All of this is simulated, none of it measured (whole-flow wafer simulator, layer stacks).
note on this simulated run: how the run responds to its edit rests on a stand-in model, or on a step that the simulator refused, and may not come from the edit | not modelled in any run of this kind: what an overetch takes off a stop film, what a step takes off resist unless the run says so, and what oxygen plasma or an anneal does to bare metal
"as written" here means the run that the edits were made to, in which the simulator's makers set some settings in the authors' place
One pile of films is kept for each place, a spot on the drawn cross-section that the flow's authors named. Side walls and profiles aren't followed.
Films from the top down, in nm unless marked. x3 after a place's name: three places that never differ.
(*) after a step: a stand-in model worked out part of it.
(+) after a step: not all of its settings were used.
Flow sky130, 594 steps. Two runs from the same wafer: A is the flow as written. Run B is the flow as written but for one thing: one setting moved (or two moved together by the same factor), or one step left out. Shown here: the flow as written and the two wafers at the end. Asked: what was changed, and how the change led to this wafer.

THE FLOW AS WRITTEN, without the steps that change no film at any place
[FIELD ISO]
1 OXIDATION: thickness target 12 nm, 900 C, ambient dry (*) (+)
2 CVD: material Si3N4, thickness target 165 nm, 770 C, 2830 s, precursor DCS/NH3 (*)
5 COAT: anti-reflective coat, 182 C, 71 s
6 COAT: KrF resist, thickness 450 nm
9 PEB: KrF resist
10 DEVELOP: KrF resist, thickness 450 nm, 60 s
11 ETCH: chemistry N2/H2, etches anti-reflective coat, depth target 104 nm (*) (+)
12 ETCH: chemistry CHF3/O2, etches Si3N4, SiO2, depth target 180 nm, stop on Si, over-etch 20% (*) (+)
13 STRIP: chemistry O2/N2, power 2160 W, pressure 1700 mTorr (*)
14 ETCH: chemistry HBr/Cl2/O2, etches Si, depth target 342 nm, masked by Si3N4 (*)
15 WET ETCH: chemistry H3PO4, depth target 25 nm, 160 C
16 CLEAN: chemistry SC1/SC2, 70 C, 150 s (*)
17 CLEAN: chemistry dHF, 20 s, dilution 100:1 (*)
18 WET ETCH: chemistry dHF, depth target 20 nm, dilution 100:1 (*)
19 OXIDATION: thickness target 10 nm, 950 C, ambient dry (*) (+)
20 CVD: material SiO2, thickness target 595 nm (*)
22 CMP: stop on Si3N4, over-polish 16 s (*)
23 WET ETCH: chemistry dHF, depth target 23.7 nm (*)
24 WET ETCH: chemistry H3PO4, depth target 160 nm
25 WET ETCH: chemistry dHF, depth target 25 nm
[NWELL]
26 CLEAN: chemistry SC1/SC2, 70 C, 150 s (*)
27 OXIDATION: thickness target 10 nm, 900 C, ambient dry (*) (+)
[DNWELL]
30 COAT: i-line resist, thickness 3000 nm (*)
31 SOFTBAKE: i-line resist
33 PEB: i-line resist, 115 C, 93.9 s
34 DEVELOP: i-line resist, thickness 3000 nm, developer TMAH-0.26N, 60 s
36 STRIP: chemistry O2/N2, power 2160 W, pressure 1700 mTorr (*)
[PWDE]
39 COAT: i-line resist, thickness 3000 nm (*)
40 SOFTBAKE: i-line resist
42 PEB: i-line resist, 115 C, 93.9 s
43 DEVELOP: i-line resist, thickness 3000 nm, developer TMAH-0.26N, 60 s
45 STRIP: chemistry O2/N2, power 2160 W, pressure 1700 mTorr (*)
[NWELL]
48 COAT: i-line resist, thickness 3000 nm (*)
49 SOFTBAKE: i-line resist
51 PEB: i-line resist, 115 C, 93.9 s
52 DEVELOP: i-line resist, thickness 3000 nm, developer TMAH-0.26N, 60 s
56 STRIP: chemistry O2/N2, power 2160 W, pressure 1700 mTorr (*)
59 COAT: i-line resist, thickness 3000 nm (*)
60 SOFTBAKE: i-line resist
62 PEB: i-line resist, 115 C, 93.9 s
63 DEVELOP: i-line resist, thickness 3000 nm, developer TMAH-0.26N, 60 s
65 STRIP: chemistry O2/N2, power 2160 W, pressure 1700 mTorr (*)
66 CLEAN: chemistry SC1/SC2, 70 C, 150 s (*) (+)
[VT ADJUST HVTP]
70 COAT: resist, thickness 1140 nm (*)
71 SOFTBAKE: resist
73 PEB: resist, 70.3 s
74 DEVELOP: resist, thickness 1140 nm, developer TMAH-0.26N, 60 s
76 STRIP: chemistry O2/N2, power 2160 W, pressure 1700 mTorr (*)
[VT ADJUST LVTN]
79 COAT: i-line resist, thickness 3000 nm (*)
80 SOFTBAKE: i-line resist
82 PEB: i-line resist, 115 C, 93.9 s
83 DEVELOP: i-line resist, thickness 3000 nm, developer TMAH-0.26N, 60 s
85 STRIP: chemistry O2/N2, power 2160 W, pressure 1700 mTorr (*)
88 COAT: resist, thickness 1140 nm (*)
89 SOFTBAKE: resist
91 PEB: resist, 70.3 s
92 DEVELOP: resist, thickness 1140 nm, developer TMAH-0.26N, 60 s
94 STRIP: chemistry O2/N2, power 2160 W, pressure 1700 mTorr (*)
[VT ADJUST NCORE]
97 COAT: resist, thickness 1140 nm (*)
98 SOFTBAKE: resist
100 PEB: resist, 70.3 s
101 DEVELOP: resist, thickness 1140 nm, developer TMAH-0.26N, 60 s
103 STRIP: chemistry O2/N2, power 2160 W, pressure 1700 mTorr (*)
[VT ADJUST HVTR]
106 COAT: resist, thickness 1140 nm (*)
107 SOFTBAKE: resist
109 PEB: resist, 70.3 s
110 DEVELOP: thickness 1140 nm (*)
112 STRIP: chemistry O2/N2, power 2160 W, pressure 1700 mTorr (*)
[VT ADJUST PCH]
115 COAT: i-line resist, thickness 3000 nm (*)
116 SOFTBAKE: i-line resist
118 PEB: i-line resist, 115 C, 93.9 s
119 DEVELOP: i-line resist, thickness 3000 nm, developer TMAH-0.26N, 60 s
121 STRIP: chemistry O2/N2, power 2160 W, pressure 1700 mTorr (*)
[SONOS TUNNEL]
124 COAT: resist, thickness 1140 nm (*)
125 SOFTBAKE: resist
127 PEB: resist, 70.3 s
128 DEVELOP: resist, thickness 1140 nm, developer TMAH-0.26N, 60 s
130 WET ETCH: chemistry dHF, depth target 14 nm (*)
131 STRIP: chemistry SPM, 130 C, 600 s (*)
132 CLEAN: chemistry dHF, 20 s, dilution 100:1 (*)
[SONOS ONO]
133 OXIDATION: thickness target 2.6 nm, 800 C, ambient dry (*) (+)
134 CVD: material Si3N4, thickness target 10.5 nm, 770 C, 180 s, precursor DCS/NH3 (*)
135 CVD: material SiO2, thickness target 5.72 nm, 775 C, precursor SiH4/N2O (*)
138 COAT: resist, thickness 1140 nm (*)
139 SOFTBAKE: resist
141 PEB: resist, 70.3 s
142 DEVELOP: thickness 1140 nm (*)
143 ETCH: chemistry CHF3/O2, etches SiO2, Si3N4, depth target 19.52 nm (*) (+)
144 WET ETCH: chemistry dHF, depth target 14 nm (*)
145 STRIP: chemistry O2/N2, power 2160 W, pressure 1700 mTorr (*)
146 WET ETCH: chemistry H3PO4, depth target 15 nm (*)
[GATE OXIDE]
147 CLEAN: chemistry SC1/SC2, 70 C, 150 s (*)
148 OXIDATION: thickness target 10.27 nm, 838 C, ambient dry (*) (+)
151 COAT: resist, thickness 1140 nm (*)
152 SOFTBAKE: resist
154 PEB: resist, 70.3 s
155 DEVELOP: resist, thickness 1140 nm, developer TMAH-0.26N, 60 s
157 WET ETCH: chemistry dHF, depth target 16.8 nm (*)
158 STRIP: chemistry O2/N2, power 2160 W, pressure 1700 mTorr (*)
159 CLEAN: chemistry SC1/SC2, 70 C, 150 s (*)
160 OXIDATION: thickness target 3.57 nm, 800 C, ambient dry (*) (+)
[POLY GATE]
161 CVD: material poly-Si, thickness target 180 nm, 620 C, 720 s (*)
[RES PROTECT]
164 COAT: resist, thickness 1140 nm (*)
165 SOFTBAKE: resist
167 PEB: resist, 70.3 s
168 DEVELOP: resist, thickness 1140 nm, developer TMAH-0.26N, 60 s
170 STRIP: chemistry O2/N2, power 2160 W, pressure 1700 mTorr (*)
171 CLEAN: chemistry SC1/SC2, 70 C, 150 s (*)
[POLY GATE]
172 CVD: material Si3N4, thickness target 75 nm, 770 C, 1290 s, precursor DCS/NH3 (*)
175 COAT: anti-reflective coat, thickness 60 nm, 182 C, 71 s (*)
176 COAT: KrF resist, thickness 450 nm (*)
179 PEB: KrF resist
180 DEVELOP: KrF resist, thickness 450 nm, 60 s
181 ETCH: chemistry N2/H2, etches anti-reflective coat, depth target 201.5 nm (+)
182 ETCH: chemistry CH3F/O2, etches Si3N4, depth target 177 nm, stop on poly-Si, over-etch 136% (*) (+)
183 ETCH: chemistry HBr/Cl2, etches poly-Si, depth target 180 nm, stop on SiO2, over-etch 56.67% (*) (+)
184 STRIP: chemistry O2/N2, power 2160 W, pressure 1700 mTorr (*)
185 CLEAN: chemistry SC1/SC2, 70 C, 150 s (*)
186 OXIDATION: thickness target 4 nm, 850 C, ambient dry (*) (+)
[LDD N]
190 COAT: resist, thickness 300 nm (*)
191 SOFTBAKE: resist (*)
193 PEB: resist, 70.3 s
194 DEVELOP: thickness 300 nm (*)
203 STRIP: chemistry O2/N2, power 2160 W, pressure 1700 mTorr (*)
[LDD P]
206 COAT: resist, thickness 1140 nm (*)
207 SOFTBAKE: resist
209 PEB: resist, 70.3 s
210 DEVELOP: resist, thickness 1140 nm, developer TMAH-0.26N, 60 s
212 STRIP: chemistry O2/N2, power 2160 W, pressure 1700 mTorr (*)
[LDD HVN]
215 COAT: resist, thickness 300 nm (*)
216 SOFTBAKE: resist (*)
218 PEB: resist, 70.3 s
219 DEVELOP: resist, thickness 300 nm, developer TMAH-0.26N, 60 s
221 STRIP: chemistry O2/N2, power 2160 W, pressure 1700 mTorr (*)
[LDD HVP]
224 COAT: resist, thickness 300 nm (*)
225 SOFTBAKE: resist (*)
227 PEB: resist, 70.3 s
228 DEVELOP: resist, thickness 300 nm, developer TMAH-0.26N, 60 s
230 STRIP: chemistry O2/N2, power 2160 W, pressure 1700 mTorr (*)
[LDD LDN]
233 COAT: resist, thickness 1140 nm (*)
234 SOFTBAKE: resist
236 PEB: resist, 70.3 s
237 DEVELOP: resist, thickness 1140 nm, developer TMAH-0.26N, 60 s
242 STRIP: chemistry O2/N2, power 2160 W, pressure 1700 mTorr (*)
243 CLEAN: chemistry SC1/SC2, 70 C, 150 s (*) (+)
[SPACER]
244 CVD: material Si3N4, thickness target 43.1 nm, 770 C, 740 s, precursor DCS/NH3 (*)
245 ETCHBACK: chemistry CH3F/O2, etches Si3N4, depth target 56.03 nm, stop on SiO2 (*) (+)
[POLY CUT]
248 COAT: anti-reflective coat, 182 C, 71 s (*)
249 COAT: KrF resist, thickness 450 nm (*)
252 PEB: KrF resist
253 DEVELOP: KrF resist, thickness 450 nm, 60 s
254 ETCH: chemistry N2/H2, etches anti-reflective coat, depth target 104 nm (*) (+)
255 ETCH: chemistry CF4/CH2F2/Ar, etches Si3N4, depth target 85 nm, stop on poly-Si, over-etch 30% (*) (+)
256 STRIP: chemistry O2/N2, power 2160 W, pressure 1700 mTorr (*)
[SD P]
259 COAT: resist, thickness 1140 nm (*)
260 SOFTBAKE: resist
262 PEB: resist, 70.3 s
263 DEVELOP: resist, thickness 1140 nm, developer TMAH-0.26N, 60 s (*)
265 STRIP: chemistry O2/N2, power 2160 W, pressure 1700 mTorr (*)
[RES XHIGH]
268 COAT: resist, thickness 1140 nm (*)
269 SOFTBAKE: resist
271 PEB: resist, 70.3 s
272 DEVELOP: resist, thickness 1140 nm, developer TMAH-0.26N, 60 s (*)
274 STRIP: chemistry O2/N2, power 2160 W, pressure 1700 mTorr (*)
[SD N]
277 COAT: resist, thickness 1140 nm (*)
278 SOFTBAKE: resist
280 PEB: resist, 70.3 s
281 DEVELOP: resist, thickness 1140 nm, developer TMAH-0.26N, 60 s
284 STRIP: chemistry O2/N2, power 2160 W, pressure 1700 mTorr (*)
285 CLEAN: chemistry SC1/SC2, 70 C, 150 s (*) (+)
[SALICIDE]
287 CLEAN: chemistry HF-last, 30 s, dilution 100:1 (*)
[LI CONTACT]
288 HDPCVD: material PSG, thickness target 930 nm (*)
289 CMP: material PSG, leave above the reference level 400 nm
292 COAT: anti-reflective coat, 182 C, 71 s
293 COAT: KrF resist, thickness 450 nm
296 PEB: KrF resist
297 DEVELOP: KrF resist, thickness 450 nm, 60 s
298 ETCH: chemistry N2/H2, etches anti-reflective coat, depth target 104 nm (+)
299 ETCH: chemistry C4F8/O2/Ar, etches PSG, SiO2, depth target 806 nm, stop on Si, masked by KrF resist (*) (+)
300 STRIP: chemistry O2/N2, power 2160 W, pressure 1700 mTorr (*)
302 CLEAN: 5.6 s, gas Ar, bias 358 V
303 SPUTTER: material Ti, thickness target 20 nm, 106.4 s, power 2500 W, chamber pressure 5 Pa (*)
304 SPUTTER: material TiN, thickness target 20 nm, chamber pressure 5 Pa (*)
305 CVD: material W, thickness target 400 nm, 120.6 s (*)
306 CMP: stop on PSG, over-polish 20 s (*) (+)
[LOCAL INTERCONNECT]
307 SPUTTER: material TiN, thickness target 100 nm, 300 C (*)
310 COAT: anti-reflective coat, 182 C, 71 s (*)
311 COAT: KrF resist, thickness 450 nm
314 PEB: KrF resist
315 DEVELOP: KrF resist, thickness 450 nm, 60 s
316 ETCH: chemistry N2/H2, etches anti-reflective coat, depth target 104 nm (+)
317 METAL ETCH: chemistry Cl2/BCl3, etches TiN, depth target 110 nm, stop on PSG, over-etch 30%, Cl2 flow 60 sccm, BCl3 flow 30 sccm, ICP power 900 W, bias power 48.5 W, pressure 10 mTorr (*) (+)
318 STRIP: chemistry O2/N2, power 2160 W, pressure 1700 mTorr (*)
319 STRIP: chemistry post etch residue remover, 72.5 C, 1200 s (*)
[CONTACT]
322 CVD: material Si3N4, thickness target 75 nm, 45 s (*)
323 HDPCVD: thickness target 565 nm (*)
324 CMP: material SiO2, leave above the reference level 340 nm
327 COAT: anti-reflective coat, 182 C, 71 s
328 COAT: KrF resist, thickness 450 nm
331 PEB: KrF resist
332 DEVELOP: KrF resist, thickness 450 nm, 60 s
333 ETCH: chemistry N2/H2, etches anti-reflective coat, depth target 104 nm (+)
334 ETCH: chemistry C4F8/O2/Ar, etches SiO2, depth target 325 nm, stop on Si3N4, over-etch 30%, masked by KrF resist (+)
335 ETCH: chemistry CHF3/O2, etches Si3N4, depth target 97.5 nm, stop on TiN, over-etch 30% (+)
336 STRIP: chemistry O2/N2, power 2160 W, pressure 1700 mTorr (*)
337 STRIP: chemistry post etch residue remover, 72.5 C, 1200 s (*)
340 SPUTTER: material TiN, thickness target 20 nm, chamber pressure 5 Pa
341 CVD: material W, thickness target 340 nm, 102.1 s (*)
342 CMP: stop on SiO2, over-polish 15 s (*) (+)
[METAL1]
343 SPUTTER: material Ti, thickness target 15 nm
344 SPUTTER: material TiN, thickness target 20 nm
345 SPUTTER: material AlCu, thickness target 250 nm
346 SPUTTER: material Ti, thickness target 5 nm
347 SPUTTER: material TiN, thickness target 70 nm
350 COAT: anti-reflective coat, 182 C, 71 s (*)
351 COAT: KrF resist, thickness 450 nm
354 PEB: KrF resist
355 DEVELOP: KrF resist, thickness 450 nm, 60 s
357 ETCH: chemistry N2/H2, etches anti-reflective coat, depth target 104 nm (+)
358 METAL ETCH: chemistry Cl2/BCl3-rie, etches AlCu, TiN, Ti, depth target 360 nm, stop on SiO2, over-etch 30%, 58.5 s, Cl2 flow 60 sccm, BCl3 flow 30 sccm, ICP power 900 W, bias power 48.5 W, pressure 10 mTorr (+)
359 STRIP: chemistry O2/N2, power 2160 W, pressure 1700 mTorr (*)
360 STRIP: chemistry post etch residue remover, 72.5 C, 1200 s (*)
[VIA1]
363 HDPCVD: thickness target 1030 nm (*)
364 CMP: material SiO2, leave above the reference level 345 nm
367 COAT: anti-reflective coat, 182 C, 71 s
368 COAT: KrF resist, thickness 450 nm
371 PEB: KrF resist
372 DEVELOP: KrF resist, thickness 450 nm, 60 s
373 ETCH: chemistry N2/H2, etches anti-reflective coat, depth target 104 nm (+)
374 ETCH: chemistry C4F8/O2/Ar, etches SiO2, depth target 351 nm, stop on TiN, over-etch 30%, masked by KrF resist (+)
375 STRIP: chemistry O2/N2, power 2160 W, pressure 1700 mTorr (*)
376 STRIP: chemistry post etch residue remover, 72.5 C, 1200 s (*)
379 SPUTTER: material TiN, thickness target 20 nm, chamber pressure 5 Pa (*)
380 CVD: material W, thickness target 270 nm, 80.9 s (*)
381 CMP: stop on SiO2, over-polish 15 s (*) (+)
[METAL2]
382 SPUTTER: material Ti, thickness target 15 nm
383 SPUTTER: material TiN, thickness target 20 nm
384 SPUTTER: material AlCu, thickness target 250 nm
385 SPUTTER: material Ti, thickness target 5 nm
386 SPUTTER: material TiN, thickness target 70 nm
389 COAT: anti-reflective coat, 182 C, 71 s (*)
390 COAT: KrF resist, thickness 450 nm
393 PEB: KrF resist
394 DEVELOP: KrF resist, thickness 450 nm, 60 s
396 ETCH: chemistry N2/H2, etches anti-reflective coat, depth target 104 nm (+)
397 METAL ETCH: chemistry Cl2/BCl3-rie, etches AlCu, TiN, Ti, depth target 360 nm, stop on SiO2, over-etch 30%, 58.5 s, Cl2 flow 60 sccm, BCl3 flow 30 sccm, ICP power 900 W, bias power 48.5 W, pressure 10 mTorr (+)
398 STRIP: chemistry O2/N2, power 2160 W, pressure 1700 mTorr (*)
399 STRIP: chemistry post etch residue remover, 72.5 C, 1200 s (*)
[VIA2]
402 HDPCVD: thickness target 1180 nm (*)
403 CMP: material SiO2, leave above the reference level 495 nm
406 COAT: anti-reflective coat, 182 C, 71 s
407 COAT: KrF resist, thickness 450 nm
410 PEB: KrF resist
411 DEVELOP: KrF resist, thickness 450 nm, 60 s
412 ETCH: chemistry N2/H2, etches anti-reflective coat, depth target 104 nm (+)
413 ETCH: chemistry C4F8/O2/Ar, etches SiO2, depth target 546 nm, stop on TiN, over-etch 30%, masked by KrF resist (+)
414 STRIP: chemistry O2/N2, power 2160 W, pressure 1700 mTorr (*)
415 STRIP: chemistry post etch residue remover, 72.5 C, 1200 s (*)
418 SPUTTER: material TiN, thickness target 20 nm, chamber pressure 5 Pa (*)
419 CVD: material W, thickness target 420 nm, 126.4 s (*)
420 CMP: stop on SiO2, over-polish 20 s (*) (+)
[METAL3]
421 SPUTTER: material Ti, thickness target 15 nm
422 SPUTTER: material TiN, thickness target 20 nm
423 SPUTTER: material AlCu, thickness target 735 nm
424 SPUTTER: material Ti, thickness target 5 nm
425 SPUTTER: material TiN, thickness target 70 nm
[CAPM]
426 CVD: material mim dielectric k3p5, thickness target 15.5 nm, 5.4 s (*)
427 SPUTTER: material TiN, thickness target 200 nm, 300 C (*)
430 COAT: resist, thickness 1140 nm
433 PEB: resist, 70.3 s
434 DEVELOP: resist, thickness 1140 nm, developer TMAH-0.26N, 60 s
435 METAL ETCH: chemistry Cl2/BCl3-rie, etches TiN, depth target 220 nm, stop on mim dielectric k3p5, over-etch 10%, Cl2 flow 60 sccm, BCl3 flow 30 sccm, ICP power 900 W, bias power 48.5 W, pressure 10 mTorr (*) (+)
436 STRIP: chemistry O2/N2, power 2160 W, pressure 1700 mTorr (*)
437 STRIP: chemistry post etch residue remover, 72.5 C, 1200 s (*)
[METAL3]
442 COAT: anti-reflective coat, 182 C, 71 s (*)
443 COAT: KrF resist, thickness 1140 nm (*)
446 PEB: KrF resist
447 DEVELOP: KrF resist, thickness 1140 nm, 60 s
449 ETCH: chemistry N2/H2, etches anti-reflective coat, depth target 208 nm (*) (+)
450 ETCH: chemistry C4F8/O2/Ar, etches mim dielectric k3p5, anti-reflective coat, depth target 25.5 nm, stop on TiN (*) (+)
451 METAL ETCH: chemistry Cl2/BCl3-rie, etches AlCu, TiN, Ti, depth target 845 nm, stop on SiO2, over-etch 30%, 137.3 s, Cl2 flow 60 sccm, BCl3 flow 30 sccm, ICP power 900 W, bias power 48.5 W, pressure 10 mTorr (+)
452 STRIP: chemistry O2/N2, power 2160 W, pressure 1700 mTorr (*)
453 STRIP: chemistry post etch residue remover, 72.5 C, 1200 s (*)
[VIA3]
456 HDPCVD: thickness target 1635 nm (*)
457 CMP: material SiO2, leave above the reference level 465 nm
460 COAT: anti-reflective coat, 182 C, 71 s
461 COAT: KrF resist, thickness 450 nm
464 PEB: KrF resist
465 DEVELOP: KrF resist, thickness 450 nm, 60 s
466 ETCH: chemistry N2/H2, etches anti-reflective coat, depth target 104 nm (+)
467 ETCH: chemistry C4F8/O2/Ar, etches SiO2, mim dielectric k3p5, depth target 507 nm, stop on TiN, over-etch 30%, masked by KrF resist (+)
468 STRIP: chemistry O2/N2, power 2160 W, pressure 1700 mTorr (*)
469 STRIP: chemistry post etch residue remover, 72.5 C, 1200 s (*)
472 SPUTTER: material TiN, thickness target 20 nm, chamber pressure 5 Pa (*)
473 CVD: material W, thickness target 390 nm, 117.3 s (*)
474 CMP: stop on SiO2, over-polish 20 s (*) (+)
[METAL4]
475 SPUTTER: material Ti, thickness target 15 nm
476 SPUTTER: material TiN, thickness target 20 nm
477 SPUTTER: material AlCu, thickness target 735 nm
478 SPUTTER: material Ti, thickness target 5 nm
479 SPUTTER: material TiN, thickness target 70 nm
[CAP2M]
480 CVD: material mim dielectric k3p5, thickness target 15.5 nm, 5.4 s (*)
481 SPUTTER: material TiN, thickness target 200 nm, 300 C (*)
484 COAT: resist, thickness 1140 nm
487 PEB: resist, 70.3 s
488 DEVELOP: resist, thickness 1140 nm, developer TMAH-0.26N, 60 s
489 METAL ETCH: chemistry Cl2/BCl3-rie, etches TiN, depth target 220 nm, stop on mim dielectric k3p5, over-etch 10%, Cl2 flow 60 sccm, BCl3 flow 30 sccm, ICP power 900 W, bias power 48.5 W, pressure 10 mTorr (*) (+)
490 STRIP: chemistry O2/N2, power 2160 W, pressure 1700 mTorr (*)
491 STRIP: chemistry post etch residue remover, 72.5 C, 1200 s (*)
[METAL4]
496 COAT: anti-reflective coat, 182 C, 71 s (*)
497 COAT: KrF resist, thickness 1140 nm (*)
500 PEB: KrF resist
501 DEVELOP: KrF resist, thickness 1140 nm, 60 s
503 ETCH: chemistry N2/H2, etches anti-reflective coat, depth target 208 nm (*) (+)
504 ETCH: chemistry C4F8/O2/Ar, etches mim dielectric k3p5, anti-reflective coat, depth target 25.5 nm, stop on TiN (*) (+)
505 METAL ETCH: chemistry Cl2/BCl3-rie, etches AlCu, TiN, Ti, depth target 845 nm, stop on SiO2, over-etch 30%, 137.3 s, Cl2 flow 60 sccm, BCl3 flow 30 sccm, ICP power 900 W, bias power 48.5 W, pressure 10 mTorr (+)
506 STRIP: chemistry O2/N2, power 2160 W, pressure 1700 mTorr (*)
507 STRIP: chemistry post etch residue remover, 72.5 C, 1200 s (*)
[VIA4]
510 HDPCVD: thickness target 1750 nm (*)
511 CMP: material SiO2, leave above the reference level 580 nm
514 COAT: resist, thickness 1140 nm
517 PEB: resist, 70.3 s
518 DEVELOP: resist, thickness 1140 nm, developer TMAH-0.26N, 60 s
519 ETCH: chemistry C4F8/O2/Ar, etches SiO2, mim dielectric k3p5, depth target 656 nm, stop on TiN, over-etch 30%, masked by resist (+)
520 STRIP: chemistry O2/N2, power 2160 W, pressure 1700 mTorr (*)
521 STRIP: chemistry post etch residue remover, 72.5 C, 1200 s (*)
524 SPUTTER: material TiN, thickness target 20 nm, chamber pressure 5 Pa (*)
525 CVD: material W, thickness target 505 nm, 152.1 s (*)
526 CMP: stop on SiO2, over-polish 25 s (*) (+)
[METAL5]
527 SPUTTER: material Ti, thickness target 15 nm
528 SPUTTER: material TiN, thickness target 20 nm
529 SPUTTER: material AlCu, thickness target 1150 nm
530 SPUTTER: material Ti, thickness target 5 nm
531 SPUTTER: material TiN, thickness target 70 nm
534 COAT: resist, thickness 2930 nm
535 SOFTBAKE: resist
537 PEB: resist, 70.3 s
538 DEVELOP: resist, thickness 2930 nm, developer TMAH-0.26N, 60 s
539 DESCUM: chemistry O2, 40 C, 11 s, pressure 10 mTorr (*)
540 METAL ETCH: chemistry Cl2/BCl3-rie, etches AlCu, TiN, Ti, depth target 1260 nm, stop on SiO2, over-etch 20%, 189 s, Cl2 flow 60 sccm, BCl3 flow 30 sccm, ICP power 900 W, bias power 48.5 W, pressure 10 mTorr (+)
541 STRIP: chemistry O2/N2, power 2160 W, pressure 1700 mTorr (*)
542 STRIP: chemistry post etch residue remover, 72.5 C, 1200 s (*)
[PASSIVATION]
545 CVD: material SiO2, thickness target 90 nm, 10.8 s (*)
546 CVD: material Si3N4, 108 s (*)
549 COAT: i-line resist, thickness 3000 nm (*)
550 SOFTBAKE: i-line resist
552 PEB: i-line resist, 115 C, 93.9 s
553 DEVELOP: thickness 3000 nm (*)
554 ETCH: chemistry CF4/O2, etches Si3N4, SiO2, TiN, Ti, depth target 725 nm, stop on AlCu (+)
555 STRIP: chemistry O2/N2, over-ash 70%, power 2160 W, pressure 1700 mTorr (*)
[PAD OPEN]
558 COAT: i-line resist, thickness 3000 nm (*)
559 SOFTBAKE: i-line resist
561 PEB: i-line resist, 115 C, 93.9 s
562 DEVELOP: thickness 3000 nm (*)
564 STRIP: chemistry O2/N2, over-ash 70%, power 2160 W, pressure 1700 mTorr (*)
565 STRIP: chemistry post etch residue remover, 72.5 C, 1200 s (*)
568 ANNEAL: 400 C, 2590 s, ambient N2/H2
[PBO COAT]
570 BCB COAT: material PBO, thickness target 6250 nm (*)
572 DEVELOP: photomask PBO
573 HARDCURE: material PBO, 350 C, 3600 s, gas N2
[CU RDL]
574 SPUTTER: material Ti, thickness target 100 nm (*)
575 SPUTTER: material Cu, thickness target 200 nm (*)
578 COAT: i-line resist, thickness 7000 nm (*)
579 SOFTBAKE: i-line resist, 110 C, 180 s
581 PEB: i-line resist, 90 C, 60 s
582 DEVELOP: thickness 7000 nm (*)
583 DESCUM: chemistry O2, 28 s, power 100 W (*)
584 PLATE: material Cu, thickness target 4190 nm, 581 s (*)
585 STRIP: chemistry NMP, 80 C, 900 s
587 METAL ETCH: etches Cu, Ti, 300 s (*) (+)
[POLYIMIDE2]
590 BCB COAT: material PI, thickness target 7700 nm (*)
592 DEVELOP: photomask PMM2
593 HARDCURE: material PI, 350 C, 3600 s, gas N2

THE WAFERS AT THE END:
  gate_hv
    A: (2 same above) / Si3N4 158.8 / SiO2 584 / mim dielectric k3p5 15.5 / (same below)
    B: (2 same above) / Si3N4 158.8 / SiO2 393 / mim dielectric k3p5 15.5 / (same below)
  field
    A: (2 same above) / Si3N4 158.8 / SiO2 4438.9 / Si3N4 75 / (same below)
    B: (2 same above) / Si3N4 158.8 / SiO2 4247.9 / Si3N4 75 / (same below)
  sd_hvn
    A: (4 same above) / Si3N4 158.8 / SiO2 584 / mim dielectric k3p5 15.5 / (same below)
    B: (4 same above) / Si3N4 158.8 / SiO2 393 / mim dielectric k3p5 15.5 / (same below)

The cause: step 511, CMP: leave above the reference level 389 nm was run, where the flow has leave above the reference level 580 nm.

How the change led to this, step by step:
  511 CMP: material SiO2, leave above the reference level 580 nm
      n_well, p_well, gate_hv and 99 more: A SiO2 -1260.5 | B SiO2 -1451.5
      field, active, gate and 77 more: A SiO2 -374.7 | B SiO2 -565.7
      (and at 11 more places)
  519 ETCH: chemistry C4F8/O2/Ar, etches SiO2, mim dielectric k3p5, depth target 656 nm, stop on TiN, over-etch 30%, masked by resist (+)
      field, active, n_well and 188 more: A resist -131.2 | B resist -81.8
      m1: A SiO2 -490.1 (all of it), mim dielectric k3p5 -15.5 (all of it) | B SiO2 -299.1 (all of it), mim dielectric k3p5 -15.5 (all of it)
      (and at 1 more place)
  520 STRIP: chemistry O2/N2, power 2160 W, pressure 1700 mTorr (*)
      field, active, n_well and 188 more: A resist -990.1 (all of it) | B resist -1039.5 (all of it)
  524 SPUTTER: material TiN, thickness target 20 nm, chamber pressure 5 Pa (*)
      m1, via4_hole: A TiN +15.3 | B TiN +16.7
  525 CVD: material W, thickness target 505 nm, 152.1 s (*)
      m1: A W +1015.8 (new film) | B W +626.6 (new film)
      via4_hole: A W +1015.2 (new film) | B W +627.7 (new film)
  526 CMP: stop on SiO2, over-polish 25 s (*) (+)
      m1: A W -532.7 | B W -335.9
      via4_hole: A W -532.7 | B W -337.7
